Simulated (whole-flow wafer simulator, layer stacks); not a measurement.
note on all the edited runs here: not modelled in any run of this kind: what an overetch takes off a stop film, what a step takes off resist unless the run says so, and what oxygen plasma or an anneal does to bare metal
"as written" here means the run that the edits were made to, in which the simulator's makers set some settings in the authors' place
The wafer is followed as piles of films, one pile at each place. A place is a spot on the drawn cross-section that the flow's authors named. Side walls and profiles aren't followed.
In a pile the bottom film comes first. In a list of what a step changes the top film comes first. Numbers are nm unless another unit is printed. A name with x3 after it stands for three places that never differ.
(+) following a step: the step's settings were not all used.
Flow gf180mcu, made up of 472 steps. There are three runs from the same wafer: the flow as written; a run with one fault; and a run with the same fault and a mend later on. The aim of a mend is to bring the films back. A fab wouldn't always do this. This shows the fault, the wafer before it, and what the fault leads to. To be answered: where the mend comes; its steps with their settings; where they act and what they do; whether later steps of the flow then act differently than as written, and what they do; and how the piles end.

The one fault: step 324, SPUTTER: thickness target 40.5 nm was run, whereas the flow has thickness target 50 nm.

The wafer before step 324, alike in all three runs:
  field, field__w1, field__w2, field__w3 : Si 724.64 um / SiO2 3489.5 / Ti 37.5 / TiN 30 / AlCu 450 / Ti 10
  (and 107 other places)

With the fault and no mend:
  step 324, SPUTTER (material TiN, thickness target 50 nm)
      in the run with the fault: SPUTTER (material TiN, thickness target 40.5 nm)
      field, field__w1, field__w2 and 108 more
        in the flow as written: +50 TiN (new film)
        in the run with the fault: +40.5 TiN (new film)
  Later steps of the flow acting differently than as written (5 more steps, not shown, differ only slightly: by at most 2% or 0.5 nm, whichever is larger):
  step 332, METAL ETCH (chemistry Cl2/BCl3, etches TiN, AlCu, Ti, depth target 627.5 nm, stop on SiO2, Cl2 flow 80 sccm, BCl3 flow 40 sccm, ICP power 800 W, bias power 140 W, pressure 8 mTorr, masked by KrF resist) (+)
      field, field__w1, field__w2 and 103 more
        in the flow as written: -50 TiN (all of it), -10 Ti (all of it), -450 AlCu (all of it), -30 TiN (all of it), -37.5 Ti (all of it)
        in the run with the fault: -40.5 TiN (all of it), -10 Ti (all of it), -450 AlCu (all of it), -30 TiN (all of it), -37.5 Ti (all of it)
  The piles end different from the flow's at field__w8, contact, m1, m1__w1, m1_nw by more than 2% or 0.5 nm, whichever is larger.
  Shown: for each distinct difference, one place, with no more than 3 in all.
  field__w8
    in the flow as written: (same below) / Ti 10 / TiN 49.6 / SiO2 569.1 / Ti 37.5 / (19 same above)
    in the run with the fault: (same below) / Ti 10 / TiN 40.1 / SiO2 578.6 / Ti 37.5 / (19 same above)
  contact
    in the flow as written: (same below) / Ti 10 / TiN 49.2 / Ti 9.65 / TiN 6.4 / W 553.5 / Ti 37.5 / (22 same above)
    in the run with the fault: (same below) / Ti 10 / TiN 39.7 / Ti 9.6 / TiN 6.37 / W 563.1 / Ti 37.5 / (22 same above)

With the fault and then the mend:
  The mend follows step 324.
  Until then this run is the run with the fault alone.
  step 324a, SPUTTER (material TiN, thickness target 9.5 nm) (a further turn of the flow's step 324, with different settings)
      field, field__w1, field__w2 and 108 more
        +9.5 TiN
  None of the later steps of the flow acts differently than as written at any place that is followed.
  At every place that both follow, the piles at the end match the flow's.
